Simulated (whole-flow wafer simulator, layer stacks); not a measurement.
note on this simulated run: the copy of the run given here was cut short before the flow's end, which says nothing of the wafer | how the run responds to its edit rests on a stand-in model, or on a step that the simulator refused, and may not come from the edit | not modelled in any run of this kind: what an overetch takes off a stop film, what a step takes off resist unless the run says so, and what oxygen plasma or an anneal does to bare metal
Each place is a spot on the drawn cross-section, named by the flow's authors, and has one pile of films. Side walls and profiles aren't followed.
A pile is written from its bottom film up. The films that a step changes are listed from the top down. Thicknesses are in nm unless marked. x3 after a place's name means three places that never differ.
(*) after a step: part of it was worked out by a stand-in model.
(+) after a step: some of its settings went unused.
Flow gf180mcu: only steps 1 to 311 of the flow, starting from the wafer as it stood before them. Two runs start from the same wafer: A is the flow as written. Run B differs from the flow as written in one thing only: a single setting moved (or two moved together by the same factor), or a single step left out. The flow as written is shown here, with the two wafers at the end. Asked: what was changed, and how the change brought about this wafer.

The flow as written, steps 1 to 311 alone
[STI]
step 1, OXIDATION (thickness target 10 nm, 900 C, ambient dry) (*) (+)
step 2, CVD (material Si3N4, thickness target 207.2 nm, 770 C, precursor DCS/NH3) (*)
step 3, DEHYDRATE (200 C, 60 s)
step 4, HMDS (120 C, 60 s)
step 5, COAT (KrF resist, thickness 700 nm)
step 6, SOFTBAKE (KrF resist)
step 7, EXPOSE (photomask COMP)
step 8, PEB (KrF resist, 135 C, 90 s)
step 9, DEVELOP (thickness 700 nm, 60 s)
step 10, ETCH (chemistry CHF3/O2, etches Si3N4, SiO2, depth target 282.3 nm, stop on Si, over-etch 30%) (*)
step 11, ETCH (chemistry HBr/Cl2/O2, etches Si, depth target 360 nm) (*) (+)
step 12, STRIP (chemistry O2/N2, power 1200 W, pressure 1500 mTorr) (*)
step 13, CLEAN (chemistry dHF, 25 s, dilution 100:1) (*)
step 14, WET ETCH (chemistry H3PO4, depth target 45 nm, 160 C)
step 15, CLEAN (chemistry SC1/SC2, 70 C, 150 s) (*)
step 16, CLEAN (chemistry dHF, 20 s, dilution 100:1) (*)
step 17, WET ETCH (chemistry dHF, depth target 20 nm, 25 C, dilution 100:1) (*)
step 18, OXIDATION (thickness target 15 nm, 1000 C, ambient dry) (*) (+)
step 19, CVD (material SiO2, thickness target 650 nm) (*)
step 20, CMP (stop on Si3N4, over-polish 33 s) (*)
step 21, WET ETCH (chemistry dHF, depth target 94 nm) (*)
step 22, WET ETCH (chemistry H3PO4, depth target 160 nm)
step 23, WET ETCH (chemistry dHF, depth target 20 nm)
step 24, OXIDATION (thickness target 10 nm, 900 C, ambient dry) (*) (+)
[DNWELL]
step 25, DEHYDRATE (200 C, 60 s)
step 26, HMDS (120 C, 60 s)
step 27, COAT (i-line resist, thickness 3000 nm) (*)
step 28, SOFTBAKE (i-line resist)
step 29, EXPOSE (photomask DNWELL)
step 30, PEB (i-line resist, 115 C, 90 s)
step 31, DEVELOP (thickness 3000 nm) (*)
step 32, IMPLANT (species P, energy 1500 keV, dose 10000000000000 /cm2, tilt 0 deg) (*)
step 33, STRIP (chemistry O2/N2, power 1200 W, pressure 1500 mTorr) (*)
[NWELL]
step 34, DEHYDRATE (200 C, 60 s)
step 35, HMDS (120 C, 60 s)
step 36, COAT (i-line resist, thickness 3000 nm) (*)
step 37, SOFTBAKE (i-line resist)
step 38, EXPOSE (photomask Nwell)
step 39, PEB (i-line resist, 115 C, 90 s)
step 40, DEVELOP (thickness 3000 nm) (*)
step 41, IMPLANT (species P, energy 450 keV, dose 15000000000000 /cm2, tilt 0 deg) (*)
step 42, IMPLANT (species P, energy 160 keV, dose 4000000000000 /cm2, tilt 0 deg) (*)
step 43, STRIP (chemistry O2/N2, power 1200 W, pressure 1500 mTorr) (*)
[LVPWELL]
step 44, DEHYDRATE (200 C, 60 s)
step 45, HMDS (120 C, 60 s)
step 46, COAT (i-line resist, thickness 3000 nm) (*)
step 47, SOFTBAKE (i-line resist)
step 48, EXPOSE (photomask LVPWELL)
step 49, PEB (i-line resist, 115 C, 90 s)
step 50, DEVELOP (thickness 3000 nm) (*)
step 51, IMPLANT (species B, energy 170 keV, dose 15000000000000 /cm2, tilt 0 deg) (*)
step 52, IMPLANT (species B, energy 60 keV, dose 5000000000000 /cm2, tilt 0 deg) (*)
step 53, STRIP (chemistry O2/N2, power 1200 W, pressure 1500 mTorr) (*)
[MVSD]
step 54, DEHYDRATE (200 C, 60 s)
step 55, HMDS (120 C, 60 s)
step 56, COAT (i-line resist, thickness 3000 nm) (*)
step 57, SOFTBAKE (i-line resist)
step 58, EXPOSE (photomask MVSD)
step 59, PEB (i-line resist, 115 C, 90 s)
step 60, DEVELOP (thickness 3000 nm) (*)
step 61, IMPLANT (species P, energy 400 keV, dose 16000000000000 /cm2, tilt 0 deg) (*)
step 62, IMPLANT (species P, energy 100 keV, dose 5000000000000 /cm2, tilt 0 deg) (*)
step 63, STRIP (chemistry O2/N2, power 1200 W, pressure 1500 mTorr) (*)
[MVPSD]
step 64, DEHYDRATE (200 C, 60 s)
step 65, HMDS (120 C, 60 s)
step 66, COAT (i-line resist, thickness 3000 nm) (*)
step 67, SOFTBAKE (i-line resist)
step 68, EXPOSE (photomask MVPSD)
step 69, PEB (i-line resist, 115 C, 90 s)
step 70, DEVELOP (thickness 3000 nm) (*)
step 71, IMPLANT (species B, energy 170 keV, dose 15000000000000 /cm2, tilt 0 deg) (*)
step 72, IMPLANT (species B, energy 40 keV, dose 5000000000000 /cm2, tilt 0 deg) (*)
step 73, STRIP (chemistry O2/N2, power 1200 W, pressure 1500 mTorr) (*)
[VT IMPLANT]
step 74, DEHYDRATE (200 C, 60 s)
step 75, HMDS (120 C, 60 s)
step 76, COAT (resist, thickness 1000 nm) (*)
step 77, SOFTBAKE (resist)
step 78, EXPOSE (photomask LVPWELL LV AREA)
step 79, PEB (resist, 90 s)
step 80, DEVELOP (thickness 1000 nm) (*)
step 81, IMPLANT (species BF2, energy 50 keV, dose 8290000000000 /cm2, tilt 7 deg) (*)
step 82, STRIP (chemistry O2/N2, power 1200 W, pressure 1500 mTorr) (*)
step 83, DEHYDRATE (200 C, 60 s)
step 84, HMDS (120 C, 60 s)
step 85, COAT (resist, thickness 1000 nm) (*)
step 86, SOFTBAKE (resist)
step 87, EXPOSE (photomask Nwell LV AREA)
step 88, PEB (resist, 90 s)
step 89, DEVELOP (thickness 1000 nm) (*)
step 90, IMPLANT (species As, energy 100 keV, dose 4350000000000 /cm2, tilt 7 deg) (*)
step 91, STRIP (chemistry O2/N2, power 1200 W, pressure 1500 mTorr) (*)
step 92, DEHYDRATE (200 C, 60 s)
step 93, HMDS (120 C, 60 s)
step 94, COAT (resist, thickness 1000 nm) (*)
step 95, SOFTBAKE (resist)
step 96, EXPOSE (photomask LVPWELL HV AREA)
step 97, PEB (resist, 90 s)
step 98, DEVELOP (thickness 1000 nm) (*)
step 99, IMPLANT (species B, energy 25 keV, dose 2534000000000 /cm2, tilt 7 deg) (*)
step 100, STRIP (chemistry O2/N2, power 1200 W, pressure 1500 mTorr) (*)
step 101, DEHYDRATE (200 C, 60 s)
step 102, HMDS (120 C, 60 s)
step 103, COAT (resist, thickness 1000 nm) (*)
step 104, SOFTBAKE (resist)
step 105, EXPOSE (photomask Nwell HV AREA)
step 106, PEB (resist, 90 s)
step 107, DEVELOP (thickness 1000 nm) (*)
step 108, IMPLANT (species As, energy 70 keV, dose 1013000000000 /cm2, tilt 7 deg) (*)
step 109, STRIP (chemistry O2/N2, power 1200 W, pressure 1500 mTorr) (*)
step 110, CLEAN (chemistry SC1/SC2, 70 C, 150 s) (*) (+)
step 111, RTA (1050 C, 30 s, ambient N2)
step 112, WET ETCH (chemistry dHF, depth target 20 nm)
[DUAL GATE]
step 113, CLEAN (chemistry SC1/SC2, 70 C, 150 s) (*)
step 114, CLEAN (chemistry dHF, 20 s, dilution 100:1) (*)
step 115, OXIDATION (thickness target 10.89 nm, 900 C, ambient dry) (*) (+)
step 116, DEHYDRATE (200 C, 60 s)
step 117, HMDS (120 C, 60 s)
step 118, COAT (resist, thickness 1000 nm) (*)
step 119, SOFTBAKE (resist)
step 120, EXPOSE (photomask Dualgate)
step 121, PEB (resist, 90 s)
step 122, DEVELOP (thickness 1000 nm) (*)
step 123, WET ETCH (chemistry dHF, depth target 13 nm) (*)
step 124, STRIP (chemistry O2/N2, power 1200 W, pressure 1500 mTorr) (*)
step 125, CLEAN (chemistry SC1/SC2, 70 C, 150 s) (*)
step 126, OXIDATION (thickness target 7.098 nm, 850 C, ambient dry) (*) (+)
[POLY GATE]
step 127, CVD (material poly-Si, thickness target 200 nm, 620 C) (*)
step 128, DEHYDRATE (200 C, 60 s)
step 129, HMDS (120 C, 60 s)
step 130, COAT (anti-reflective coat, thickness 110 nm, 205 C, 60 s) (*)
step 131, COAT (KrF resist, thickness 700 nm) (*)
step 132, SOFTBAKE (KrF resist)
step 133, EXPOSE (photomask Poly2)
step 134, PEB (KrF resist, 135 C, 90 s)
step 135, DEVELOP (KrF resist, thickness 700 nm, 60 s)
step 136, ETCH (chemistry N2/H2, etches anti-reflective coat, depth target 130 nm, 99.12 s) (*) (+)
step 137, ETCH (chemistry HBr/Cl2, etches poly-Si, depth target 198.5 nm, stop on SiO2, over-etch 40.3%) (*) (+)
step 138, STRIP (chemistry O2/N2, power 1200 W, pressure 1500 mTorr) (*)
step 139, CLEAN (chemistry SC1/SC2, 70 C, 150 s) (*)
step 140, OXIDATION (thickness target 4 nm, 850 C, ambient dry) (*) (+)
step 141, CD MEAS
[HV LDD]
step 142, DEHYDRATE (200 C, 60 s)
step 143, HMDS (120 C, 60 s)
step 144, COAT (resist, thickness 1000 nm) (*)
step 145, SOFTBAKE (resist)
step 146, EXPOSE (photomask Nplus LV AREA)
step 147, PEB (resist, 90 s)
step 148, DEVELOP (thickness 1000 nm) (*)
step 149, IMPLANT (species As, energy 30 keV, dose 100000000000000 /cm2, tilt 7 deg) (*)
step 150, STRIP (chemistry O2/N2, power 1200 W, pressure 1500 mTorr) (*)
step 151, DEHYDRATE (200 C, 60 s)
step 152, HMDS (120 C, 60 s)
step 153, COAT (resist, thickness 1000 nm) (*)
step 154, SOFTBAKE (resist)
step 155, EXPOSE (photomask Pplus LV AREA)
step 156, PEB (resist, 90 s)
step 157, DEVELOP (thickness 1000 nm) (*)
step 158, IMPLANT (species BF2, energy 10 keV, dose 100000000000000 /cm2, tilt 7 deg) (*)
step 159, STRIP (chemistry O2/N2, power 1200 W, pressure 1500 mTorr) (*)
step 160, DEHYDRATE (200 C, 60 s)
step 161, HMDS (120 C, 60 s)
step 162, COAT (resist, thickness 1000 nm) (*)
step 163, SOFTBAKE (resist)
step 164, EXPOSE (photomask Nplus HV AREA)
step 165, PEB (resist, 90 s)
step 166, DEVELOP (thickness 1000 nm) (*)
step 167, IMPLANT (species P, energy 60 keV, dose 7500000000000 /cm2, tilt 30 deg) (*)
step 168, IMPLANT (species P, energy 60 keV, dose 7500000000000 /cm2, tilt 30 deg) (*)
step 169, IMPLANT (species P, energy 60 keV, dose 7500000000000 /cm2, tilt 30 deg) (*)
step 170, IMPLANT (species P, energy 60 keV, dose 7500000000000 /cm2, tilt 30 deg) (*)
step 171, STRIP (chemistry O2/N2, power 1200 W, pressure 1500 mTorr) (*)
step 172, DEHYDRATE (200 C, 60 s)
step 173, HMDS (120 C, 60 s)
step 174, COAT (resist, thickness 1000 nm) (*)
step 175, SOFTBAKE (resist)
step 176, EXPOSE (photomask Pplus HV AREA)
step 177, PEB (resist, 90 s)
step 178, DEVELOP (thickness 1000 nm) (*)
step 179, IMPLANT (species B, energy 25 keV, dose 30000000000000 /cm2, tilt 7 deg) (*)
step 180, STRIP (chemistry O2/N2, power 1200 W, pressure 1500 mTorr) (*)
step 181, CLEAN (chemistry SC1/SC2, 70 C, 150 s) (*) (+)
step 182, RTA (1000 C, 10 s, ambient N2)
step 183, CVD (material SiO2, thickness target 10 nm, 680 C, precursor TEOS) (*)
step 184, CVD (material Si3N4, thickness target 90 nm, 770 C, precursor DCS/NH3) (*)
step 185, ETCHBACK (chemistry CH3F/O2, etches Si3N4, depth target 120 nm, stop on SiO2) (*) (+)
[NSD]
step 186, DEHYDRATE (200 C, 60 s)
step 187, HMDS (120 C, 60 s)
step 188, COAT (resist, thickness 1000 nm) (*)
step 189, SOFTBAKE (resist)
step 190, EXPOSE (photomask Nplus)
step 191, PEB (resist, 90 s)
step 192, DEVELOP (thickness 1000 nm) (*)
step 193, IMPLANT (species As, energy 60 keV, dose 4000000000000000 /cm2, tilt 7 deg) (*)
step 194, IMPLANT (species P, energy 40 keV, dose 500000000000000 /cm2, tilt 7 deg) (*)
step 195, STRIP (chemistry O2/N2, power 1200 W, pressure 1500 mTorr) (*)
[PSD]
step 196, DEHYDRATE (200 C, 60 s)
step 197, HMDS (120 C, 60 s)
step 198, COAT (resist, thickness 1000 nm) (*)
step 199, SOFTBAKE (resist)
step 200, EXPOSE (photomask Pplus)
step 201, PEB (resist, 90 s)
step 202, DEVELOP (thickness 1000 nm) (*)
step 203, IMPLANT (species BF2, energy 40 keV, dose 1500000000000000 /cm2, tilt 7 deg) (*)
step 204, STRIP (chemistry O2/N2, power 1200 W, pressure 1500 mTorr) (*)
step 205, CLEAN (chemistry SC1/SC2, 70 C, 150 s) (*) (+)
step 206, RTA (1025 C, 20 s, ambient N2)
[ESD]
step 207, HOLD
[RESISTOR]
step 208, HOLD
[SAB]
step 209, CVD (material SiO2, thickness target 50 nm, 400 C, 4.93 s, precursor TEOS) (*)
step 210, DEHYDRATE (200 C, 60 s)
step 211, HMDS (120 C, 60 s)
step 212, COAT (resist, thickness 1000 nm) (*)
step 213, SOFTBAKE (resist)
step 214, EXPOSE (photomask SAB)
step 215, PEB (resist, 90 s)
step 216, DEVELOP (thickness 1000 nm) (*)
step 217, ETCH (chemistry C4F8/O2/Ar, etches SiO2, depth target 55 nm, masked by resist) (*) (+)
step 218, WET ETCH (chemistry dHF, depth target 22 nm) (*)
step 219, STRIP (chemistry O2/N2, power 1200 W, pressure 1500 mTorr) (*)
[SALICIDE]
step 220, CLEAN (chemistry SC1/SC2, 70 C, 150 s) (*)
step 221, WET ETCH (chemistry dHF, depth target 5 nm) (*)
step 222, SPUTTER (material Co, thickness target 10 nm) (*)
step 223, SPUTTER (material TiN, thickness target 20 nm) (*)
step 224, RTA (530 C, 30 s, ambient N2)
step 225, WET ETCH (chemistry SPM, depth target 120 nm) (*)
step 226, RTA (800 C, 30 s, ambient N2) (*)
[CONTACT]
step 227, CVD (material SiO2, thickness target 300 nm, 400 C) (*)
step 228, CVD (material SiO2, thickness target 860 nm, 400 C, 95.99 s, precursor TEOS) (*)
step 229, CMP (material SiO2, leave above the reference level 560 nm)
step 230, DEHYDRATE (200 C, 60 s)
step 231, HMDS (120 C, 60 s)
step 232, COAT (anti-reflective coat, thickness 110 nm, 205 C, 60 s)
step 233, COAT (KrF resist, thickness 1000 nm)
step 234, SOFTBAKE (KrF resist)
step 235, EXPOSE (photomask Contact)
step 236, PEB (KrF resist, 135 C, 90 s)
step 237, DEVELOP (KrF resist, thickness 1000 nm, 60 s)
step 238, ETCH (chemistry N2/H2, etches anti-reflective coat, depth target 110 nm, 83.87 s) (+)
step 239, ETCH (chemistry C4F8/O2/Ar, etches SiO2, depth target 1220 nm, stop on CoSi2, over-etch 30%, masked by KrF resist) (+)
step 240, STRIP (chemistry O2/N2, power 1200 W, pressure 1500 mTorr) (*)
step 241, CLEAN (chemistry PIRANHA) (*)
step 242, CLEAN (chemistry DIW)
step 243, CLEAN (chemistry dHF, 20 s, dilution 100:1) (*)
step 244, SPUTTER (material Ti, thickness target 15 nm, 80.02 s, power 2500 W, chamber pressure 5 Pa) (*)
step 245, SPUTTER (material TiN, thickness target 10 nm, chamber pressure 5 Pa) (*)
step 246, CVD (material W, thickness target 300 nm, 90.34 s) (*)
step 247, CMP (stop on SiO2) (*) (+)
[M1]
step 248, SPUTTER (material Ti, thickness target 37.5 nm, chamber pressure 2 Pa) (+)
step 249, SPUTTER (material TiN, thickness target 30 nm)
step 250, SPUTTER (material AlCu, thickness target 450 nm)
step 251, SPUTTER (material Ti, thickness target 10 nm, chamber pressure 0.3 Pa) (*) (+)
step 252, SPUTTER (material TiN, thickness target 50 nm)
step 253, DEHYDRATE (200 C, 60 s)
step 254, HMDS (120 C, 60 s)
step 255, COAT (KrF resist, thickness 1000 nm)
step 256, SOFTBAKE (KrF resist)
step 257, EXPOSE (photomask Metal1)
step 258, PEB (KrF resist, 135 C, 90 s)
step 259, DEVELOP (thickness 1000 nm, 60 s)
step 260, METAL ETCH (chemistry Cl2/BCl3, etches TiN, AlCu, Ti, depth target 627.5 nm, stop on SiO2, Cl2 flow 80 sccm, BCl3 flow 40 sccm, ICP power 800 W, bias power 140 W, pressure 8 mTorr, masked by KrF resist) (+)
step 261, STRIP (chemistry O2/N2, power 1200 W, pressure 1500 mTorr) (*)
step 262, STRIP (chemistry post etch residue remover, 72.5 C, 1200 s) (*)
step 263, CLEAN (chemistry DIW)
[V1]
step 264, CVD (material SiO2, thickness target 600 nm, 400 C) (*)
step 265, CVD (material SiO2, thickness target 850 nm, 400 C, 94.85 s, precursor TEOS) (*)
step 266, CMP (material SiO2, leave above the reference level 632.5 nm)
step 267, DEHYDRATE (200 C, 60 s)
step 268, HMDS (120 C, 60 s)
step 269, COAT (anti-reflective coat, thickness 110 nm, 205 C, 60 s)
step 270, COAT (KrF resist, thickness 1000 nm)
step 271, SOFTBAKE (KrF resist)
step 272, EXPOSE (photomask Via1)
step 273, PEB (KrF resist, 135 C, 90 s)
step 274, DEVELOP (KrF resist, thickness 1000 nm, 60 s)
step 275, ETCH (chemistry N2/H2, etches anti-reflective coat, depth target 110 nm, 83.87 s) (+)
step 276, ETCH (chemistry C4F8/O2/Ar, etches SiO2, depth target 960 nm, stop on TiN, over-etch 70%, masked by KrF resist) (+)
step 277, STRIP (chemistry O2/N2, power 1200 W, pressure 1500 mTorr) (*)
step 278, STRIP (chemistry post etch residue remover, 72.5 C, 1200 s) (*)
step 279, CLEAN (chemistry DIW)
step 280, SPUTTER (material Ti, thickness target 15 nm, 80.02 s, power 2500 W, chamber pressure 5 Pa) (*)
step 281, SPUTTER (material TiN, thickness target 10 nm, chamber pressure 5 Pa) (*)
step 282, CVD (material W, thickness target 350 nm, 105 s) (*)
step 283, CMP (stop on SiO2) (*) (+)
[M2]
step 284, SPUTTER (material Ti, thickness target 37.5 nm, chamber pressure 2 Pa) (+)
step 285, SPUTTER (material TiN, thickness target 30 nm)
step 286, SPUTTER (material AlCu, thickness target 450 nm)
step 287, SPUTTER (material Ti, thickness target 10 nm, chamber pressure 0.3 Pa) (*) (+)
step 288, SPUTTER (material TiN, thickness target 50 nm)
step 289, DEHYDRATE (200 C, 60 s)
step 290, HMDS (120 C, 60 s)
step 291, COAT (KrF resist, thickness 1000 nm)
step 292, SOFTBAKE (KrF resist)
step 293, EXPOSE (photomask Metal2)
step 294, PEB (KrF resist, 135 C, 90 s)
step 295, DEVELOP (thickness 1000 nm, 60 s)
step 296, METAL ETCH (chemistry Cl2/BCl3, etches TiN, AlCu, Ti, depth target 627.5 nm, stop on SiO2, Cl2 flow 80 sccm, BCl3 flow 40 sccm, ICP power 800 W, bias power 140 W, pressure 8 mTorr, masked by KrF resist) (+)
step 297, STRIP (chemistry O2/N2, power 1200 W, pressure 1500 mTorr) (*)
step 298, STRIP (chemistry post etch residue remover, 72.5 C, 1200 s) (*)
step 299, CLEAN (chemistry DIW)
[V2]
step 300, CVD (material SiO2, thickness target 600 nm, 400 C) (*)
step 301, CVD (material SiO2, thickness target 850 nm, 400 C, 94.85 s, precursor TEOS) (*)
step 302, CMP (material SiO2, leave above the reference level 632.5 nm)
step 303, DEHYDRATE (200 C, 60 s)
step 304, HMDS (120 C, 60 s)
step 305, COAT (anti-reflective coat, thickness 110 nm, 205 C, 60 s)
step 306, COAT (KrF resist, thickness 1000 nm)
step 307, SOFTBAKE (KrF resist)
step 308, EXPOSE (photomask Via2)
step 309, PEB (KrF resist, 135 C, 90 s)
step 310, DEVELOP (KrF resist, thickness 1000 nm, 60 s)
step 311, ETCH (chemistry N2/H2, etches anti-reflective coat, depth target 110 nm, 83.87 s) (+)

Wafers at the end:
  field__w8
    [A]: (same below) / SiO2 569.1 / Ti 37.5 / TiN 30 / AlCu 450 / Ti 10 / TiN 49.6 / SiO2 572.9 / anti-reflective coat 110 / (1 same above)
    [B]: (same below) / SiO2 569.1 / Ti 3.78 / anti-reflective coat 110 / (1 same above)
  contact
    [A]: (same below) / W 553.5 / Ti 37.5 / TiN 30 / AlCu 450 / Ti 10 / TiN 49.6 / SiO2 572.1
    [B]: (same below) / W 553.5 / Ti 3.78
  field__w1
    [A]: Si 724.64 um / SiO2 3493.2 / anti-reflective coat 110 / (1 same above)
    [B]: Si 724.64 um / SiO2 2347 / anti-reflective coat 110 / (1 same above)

Cause: step 286, SPUTTER: material AlCu, thickness target 450 nm, was skipped.

How this came from the change, step by step:
  step 296, METAL ETCH (chemistry Cl2/BCl3, etches TiN, AlCu, Ti, depth target 627.5 nm, stop on SiO2, Cl2 flow 80 sccm, BCl3 flow 40 sccm, ICP power 800 W, bias power 140 W, pressure 8 mTorr, masked by KrF resist) (+)
      field, field__w1, field__w2 and 103 more: A -50 TiN (all of it), -10 Ti (all of it), -450 AlCu (all of it), -30 TiN (all of it), -37.5 Ti (all of it) | B -50 TiN (all of it), -10 Ti (all of it), -30 TiN (all of it), -37.5 Ti (all of it)
      field__w8, contact, m1, m1__w1, m1_nw: A -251 KrF resist | B -76.5 KrF resist
  step 297, STRIP (chemistry O2/N2, power 1200 W, pressure 1500 mTorr) (*)
      field__w8, contact, m1, m1__w1, m1_nw: A -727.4 KrF resist (all of it) | B -901.9 KrF resist (all of it)
  step 302, CMP (material SiO2, leave above the reference level 632.5 nm)
      field__w8, contact, m1, m1__w1, m1_nw: A -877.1 SiO2 | B -1450 SiO2 (all of it), -49.6 TiN (all of it), -10 Ti (all of it), -30 TiN (all of it), -33.7 Ti
      field, field__w1, field__w2 and 103 more: A -300 SiO2 | B -1446.2 SiO2
  step 311, ETCH (chemistry N2/H2, etches anti-reflective coat, depth target 110 nm, 83.87 s) (+)
      contact: A -110 anti-reflective coat (all of it), -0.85 SiO2 | B -110 anti-reflective coat (all of it)
